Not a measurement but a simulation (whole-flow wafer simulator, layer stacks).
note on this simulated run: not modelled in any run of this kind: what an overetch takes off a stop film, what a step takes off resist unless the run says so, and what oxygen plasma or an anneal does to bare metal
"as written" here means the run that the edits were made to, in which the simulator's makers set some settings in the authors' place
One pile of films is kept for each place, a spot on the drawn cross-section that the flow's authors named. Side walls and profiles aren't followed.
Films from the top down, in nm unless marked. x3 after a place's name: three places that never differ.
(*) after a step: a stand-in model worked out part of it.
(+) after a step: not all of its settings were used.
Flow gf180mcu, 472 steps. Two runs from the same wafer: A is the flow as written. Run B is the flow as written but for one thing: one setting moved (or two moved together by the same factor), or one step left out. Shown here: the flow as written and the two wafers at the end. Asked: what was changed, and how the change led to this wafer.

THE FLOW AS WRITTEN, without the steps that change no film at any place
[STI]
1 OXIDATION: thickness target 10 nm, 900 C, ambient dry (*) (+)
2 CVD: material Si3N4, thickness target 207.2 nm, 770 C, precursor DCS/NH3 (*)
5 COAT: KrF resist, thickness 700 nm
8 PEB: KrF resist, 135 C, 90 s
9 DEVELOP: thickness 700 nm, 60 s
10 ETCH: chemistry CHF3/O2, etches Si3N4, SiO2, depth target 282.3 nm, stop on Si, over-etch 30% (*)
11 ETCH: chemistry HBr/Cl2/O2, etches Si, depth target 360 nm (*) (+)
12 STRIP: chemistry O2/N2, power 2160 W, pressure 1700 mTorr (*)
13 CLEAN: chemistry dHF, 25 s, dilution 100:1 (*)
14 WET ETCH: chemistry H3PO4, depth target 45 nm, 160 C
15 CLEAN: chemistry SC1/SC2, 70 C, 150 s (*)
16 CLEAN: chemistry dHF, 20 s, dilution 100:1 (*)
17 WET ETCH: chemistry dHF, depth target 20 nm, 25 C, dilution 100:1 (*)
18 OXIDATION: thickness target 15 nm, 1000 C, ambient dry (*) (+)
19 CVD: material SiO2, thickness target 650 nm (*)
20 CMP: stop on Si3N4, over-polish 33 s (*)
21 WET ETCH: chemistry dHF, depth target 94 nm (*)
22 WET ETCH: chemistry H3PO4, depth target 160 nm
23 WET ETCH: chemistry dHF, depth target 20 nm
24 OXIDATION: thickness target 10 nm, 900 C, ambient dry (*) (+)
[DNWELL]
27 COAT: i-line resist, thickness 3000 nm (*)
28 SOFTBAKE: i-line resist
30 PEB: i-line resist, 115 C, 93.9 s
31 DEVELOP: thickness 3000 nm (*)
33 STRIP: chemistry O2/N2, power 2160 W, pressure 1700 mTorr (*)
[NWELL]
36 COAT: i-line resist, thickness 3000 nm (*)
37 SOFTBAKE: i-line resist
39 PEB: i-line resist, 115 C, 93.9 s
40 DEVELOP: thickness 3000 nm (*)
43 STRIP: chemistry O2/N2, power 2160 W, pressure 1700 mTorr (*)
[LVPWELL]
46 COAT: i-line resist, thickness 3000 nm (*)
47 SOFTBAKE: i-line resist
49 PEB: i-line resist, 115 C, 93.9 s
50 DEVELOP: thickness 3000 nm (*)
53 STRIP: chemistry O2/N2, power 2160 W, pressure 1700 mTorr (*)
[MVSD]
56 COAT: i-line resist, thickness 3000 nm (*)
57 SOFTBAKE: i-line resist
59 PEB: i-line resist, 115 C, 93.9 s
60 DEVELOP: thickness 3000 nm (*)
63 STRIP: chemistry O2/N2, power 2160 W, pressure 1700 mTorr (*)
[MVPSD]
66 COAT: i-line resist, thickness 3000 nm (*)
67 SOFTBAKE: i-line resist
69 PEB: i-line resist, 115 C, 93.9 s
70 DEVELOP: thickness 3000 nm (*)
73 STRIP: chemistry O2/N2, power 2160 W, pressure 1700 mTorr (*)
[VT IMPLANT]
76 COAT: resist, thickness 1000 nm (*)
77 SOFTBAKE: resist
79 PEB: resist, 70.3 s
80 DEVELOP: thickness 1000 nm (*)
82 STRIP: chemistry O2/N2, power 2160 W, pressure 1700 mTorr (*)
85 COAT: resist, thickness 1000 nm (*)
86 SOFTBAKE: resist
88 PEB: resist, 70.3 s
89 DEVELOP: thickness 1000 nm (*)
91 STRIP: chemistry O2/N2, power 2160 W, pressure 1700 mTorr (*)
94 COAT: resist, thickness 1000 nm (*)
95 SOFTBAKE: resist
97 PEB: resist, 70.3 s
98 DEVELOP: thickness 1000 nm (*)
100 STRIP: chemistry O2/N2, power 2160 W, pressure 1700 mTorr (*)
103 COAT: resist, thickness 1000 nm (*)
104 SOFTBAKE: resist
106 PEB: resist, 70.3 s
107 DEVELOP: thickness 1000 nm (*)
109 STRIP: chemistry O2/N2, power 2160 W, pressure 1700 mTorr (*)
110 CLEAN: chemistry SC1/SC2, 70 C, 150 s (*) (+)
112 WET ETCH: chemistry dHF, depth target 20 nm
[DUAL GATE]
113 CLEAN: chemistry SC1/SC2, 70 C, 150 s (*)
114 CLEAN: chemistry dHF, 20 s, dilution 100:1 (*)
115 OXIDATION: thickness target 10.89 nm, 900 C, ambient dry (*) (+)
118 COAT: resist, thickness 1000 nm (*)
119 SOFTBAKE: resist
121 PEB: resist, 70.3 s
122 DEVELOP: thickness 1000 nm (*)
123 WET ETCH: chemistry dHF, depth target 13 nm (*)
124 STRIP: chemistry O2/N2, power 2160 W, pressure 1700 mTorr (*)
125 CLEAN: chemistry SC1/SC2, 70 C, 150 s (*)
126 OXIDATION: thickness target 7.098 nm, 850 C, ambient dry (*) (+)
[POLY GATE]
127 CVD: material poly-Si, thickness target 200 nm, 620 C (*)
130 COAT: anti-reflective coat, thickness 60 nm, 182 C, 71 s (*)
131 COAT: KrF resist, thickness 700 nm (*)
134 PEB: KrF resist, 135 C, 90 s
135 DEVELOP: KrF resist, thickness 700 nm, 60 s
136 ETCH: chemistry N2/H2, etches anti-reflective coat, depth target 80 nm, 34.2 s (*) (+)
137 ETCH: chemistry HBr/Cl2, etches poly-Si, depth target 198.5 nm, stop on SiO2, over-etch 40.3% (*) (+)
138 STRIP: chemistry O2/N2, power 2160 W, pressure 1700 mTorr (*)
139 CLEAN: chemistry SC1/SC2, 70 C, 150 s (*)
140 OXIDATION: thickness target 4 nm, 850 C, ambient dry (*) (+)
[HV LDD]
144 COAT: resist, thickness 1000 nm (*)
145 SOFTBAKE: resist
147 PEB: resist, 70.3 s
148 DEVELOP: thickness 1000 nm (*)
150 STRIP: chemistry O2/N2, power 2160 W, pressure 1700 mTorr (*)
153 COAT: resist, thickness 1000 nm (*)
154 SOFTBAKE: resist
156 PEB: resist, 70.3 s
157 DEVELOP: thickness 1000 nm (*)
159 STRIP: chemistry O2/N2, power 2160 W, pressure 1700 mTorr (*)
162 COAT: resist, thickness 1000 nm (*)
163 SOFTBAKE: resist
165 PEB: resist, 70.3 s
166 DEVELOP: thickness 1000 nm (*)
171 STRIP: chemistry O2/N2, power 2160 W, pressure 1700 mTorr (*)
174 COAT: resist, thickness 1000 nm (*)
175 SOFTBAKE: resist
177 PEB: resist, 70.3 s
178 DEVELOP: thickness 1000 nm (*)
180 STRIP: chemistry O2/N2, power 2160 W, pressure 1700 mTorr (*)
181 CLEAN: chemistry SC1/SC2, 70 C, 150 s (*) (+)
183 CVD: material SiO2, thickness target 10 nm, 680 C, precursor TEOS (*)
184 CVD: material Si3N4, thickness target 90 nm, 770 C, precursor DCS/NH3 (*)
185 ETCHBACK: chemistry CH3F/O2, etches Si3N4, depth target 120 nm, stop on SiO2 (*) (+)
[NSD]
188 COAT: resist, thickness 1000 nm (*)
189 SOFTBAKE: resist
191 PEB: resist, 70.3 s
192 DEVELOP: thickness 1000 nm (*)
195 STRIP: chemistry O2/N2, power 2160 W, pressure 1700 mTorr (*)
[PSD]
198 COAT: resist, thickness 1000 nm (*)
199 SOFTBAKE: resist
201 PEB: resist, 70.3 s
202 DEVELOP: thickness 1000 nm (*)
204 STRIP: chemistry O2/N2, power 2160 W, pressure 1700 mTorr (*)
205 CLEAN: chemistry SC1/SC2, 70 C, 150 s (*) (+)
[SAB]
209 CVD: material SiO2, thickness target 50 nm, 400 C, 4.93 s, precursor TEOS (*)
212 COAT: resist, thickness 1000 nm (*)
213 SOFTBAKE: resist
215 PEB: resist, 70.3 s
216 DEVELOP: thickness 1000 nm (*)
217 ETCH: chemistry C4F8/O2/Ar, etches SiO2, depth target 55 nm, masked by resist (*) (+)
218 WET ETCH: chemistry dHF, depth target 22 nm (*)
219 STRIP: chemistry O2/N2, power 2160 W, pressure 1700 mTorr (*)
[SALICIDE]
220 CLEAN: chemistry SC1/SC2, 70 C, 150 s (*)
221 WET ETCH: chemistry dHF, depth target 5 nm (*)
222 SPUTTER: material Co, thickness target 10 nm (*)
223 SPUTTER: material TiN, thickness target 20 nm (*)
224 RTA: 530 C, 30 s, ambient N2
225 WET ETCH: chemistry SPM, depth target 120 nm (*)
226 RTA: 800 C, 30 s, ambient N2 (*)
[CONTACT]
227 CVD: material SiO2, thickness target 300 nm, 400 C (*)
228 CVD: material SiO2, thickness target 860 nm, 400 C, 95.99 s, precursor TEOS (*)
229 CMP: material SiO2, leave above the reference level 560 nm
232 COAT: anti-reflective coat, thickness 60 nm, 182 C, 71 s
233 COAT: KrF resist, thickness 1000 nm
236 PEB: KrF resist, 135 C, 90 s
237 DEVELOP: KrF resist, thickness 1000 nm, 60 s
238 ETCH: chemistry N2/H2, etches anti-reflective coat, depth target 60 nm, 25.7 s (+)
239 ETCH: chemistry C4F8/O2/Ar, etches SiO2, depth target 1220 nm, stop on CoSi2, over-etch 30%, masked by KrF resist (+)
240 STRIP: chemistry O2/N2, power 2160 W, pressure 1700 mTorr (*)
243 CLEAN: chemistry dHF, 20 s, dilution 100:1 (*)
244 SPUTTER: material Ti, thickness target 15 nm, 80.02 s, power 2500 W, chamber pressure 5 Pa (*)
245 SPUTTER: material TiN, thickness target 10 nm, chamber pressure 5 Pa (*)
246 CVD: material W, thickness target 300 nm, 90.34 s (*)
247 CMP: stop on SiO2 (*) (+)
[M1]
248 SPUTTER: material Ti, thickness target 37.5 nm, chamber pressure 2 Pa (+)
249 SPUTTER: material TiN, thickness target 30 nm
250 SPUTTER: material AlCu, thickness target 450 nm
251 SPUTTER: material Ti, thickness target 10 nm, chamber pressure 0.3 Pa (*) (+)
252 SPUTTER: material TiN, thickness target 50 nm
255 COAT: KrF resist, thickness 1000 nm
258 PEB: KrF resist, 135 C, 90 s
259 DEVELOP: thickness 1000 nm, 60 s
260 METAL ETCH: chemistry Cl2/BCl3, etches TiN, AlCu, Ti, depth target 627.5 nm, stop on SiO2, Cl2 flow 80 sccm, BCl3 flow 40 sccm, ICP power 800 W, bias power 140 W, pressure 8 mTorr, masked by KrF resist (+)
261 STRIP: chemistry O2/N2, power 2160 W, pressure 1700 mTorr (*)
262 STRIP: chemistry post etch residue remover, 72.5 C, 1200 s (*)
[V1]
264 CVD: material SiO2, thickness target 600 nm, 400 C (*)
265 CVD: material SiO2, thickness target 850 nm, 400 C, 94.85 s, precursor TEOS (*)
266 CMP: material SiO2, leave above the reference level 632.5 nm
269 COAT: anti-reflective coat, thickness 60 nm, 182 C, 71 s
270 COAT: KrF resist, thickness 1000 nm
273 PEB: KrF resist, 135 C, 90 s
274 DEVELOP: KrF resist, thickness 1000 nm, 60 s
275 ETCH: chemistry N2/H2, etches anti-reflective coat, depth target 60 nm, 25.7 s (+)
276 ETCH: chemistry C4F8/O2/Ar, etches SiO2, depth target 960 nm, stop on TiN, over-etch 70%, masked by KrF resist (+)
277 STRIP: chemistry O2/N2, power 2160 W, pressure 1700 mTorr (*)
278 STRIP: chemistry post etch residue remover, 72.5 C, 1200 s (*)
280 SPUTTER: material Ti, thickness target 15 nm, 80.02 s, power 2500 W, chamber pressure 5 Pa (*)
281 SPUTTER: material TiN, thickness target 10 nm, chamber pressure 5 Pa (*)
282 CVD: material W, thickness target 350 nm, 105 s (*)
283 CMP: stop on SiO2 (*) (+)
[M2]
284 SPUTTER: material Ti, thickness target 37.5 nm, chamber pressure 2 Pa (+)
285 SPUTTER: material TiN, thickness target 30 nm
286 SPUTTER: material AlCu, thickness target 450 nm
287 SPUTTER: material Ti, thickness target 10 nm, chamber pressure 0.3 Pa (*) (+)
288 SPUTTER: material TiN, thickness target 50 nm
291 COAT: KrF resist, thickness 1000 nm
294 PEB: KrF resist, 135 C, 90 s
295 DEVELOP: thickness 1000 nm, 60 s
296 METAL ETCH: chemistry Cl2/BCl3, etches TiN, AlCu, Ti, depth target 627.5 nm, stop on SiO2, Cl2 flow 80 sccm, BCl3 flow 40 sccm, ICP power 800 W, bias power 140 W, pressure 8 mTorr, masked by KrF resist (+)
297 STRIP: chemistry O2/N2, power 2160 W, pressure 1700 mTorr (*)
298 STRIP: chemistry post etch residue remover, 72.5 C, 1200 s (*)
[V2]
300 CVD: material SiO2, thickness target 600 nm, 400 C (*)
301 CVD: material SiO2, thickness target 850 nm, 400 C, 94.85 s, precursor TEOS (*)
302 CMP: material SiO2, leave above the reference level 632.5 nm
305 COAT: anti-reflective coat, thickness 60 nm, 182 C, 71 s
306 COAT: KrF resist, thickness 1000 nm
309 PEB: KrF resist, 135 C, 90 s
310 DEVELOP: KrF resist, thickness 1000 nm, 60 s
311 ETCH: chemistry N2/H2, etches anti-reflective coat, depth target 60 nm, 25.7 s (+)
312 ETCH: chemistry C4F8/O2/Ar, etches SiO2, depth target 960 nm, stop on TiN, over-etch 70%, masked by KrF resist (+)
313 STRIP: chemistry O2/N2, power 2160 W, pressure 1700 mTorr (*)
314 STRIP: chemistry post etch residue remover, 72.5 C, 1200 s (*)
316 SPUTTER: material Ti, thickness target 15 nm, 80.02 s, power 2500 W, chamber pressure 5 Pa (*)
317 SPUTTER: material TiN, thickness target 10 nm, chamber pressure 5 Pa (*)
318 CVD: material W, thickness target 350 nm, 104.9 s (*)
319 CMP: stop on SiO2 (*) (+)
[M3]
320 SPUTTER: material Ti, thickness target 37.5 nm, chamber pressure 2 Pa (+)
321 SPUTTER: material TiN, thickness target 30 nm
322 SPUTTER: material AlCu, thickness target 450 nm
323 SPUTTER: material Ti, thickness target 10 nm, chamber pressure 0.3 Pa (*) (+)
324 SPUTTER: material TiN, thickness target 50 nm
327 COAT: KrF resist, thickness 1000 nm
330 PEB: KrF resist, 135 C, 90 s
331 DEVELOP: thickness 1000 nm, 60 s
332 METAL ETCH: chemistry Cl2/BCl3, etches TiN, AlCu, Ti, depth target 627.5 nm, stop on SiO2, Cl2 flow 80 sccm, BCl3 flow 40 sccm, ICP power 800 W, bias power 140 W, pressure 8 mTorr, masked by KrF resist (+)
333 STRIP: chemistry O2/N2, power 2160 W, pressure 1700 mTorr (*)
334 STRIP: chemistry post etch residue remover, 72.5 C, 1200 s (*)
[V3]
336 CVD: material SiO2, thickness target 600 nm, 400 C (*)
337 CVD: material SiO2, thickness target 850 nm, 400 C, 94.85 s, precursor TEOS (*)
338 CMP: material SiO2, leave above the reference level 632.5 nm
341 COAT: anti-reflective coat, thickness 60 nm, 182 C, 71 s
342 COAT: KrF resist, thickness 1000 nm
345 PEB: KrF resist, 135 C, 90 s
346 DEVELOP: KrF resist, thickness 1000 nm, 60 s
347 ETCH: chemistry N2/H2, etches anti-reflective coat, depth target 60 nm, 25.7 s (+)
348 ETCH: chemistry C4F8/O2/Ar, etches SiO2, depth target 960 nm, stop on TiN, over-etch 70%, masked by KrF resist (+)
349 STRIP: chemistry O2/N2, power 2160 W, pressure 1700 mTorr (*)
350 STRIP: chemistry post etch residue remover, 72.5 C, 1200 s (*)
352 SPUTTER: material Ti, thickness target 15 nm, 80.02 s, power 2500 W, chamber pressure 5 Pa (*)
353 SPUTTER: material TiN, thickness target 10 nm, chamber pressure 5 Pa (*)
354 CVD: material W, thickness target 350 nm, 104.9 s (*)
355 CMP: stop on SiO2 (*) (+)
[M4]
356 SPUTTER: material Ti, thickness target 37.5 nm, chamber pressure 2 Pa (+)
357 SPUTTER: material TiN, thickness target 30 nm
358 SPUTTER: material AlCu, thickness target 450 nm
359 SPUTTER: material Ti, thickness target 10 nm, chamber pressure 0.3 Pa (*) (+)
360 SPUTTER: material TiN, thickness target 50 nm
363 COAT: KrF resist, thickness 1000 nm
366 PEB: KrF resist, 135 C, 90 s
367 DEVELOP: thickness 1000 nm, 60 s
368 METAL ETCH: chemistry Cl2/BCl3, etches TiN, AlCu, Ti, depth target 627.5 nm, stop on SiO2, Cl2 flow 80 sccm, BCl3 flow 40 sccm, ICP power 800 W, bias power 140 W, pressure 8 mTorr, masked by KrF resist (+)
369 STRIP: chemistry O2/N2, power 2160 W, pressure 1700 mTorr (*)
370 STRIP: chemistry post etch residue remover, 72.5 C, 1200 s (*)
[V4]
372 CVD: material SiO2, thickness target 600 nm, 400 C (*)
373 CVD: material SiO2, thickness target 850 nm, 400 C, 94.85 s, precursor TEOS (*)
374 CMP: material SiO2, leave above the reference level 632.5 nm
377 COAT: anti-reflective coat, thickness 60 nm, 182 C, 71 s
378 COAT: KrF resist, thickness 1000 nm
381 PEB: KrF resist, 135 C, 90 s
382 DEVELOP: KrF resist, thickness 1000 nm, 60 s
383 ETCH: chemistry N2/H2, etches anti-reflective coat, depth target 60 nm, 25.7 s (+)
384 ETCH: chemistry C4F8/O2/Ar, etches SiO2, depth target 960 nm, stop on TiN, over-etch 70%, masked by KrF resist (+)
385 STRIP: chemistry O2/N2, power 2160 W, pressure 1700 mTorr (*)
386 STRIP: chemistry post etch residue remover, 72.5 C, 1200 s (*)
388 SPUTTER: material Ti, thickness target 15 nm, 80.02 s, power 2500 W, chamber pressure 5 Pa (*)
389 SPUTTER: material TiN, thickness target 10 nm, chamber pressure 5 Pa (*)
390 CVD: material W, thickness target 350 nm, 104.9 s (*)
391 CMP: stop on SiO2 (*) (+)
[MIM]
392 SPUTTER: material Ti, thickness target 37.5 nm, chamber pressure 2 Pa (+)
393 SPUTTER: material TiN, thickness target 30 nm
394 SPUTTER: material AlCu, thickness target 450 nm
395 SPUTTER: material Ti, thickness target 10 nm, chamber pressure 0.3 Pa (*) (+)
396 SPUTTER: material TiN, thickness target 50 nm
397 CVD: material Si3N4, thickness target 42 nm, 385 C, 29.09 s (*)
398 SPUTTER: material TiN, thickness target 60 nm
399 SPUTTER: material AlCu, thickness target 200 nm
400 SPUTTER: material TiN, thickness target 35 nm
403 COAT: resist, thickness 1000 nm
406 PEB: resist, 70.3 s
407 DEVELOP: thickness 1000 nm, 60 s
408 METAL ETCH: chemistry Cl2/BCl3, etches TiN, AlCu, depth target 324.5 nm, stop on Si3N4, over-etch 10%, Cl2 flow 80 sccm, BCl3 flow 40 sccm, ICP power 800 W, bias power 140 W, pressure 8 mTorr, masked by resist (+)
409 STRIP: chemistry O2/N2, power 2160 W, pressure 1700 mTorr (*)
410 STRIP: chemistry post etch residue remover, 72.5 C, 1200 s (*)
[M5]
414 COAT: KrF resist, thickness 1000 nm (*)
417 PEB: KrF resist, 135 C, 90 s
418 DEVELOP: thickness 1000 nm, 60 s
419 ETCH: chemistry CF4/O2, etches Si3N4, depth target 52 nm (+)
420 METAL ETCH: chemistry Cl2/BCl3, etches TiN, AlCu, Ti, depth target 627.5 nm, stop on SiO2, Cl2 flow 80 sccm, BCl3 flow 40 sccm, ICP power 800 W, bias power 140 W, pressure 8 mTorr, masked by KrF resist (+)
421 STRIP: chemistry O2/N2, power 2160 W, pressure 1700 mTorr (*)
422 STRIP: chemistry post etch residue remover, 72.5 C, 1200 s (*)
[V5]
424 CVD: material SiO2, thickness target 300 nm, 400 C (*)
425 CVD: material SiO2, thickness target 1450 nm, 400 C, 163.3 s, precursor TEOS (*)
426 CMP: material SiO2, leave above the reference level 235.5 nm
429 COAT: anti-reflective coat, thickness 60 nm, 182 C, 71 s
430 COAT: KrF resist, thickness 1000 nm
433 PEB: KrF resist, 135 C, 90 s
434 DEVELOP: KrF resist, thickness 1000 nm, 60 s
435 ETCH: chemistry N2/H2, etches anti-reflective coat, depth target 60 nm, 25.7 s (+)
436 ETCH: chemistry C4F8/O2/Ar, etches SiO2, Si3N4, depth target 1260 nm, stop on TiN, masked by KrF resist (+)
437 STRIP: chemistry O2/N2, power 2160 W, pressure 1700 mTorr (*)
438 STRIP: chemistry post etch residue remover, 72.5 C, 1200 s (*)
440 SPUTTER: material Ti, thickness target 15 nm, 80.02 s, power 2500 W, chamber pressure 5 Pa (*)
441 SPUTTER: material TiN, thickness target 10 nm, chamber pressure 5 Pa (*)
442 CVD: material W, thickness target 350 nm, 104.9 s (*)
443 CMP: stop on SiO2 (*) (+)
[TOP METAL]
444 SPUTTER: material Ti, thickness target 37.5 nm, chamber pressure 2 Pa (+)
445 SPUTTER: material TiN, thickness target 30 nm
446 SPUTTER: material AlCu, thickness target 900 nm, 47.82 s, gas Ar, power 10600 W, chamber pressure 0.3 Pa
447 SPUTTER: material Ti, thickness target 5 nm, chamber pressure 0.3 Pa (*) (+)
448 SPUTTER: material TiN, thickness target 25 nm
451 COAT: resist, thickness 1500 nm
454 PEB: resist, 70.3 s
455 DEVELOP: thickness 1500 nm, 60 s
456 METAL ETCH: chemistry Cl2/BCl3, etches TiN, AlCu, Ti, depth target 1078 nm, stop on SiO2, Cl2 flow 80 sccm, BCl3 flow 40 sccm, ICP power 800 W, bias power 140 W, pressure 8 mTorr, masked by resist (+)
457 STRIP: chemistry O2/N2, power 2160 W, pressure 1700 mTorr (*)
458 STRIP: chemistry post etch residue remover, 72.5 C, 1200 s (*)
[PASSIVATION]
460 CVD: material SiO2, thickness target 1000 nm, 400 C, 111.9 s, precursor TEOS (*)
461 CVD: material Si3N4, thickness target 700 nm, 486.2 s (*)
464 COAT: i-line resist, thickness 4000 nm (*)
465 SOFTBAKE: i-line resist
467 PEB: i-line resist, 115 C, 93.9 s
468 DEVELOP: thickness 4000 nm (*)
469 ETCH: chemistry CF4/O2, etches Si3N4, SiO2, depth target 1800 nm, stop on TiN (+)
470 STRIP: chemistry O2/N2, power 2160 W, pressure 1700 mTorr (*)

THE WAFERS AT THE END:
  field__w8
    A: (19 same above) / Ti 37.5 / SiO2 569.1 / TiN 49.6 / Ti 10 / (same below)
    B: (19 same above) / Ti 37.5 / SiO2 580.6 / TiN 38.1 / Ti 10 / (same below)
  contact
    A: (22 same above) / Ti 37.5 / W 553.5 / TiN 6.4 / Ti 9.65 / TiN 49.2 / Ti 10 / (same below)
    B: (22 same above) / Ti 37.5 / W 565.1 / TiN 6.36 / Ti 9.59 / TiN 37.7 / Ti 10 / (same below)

The cause: step 324, SPUTTER: thickness target 38.5 nm was run, where the flow has thickness target 50 nm.

How the change led to this, step by step:
  324 SPUTTER: material TiN, thickness target 50 nm
      field, field__w1, field__w2 and 108 more: A TiN +50 (new film) | B TiN +38.5 (new film)
  332 METAL ETCH: chemistry Cl2/BCl3, etches TiN, AlCu, Ti, depth target 627.5 nm, stop on SiO2, Cl2 flow 80 sccm, BCl3 flow 40 sccm, ICP power 800 W, bias power 140 W, pressure 8 mTorr, masked by KrF resist (+)
      field, field__w1, field__w2 and 103 more: A TiN -50 (all of it), Ti -10 (all of it), AlCu -450 (all of it), TiN -30 (all of it), Ti -37.5 (all of it) | B TiN -38.5 (all of it), Ti -10 (all of it), AlCu -450 (all of it), TiN -30 (all of it), Ti -37.5 (all of it)
